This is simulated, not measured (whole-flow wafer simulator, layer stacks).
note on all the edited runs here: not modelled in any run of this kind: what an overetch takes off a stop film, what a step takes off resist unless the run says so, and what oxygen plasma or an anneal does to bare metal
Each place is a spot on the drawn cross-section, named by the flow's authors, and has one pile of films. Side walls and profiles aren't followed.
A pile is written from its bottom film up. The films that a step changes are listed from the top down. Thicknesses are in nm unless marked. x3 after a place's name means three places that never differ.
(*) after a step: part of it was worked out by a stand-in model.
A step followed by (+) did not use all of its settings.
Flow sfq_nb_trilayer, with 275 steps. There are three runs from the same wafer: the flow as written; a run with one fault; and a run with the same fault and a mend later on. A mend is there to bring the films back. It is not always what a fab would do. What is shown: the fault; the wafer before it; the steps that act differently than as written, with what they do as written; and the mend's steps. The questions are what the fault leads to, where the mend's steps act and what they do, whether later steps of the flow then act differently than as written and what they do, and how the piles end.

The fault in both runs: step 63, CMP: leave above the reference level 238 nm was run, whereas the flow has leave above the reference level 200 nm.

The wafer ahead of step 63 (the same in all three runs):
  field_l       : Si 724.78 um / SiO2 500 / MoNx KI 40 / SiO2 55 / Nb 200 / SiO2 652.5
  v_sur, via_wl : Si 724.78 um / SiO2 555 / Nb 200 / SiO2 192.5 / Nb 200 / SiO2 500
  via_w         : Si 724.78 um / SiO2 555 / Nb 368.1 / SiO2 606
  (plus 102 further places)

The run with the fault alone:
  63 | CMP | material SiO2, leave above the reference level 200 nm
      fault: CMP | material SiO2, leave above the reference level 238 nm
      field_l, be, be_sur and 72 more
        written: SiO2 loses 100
        fault: SiO2 loses 62
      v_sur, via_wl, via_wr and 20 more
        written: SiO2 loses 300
        fault: SiO2 loses 262
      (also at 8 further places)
  Steps later in the flow that act otherwise than as written (3 more steps, not shown, differ only slightly: by at most 2% or 0.5 nm, whichever is larger):
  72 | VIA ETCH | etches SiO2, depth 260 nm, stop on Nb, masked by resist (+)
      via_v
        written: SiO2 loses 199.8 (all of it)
        fault: SiO2 loses 237.8 (all of it)
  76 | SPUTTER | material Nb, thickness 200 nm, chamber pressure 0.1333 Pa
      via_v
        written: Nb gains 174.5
        fault: Nb gains 167.4
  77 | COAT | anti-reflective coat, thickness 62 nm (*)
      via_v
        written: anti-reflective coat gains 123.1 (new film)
        fault: anti-reflective coat gains 131.2 (new film)
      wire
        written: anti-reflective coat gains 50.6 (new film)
        fault: anti-reflective coat gains 49.5 (new film)
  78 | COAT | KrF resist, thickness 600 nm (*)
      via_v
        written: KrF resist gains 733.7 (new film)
        fault: KrF resist gains 764.5 (new film)
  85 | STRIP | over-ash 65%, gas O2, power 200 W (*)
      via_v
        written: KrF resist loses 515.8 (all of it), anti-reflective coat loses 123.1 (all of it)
        fault: KrF resist loses 546.5 (all of it), anti-reflective coat loses 131.2 (all of it)
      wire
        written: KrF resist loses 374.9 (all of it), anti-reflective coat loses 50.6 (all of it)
        fault: KrF resist loses 372.2 (all of it), anti-reflective coat loses 49.5 (all of it)
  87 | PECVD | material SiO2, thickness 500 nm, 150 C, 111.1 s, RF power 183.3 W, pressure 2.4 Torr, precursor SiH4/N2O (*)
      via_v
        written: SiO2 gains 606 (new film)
        fault: SiO2 gains 651.1 (new film)
  By the end, the piles at v_sur, via_wl, via_w and 74 more depart from the flow's by more than 2% or 0.5 nm, whichever is larger.
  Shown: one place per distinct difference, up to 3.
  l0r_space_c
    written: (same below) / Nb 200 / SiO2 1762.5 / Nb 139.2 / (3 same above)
    fault: (same below) / Nb 200 / SiO2 1800.5 / Nb 139.2 / (3 same above)
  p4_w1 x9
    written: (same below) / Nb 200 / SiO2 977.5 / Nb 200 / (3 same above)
    fault: (same below) / Nb 200 / SiO2 1015.5 / Nb 200 / (3 same above)
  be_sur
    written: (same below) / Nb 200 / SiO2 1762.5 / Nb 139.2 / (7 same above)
    fault: (same below) / Nb 200 / SiO2 1800.5 / Nb 139.2 / (7 same above)

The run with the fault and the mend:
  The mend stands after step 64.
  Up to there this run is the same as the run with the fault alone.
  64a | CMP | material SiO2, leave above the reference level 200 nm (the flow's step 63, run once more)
      field_l, v_sur, via_wl and 103 more
        SiO2 loses 38
  Later steps of the flow that are run all act as written at every place that is followed.
  The piles end the same as the flow's at every place that both follow.
